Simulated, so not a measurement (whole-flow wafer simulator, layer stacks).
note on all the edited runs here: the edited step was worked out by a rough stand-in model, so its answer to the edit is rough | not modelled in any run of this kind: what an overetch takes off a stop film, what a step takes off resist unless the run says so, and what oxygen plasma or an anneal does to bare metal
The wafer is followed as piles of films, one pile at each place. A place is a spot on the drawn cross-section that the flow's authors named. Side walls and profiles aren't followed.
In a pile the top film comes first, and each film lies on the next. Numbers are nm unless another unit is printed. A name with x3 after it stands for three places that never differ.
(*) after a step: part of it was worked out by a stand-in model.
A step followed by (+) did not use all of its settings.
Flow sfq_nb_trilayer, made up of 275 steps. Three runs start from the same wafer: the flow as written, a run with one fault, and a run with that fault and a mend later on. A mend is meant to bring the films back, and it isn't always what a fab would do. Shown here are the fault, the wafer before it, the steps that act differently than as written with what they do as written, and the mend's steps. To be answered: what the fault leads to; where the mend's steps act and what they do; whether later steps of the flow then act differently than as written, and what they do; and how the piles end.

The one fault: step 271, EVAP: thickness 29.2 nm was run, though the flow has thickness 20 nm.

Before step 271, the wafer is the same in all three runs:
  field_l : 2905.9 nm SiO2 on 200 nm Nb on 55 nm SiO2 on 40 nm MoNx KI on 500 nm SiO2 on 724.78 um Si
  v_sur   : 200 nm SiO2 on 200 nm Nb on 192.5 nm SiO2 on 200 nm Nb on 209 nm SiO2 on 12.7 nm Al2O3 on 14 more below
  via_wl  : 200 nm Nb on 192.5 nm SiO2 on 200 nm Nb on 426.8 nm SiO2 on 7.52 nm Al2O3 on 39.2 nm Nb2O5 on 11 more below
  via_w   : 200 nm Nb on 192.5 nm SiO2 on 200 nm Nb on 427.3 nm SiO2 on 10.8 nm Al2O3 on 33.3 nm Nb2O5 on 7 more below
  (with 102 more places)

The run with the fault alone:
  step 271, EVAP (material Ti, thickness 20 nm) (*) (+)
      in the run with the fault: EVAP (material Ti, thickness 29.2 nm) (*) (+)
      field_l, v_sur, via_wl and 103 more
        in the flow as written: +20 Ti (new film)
        in the run with the fault: +29.2 Ti (new film)
  Steps further on in the flow that do not act as written:
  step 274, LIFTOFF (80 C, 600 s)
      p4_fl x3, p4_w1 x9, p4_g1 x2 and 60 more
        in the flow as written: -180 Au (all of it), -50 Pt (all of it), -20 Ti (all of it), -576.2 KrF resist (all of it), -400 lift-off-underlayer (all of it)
        in the run with the fault: -180 Au (all of it), -50 Pt (all of it), -29.2 Ti (all of it), -576.2 KrF resist (all of it), -400 lift-off-underlayer (all of it)
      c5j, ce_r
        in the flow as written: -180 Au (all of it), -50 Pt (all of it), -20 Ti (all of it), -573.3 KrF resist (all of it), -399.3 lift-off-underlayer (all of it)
        in the run with the fault: -180 Au (all of it), -50 Pt (all of it), -29.2 Ti (all of it), -573.3 KrF resist (all of it), -399.3 lift-off-underlayer (all of it)
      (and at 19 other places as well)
  By the end, the piles at field_l, v_sur, via_wl and 8 more depart from the flow's by more than 2% or 0.5 nm, whichever is larger.
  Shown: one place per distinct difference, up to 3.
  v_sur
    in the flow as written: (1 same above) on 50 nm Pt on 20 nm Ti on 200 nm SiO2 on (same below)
    in the run with the fault: (1 same above) on 50 nm Pt on 29.2 nm Ti on 200 nm SiO2 on (same below)
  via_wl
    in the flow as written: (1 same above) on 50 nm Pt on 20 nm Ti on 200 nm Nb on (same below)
    in the run with the fault: (1 same above) on 50 nm Pt on 29.2 nm Ti on 200 nm Nb on (same below)
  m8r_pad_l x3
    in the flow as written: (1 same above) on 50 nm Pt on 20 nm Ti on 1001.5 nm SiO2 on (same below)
    in the run with the fault: (1 same above) on 50 nm Pt on 29.2 nm Ti on 1001.5 nm SiO2 on (same below)

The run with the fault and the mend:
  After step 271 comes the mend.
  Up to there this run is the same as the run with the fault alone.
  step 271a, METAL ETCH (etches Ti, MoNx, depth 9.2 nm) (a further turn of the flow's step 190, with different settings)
      field_l, v_sur, via_wl and 103 more
        -9.2 Ti
  Every later step of the flow that is run acts as written at every place that is followed.
  By the end, the piles equal the flow's at every place that both follow.
